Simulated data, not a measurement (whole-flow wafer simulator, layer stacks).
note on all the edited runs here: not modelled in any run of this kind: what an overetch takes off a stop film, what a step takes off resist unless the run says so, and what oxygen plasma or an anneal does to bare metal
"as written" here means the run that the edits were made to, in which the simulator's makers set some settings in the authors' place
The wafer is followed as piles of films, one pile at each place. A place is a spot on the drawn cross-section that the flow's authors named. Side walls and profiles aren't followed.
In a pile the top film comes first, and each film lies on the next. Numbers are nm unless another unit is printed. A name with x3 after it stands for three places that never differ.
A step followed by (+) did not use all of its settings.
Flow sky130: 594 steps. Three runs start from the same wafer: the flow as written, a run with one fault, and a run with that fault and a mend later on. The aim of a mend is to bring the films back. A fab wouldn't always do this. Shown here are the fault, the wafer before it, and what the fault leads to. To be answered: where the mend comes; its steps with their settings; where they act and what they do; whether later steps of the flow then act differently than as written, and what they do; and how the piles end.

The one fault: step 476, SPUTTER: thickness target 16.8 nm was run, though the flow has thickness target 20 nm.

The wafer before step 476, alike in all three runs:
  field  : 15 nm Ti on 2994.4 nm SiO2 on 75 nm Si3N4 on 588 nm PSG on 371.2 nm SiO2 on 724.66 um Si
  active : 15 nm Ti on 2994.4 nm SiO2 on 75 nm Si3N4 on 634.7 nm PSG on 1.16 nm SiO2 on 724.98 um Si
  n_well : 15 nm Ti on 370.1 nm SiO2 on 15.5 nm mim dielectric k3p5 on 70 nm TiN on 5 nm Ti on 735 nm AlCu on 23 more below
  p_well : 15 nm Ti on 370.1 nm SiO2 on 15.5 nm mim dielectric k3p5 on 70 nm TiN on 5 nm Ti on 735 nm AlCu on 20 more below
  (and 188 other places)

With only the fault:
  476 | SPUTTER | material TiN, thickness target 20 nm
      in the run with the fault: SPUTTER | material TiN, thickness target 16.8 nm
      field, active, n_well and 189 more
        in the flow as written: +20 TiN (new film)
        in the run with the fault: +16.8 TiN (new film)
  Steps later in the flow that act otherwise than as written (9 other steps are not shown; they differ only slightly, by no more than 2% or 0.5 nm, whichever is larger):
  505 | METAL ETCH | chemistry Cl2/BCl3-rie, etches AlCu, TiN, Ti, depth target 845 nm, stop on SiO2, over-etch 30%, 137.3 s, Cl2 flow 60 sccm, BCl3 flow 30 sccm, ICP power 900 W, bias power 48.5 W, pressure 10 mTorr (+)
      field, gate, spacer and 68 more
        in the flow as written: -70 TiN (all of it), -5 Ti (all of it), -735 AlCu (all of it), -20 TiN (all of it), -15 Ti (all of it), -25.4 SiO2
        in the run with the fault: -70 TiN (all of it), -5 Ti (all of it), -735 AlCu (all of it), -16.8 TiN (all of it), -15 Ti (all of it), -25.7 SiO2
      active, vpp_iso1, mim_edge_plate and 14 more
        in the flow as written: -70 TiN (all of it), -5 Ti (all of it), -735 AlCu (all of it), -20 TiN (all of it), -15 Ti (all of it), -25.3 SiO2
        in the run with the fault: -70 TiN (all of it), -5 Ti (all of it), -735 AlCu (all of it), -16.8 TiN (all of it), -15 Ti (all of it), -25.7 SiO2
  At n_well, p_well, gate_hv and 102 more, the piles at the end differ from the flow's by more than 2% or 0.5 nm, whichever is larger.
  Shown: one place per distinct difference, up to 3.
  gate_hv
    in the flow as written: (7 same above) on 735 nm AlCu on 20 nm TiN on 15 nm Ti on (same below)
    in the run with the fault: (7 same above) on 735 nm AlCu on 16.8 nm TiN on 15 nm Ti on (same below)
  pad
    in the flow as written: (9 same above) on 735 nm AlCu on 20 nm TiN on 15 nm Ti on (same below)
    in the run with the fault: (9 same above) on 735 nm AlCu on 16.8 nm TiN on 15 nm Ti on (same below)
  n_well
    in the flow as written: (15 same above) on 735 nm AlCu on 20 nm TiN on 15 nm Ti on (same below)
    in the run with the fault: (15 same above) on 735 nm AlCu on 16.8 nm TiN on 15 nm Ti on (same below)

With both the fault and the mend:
  After step 476 comes the mend.
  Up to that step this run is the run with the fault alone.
  476a | SPUTTER | material TiN, thickness target 3.2 nm (a further turn of the flow's step 476, with different settings)
      field, active, n_well and 189 more
        +3.2 TiN
  Every later step of the flow that is run acts as written at every place that is followed.
  The piles end the same as the flow's at every place that both follow.
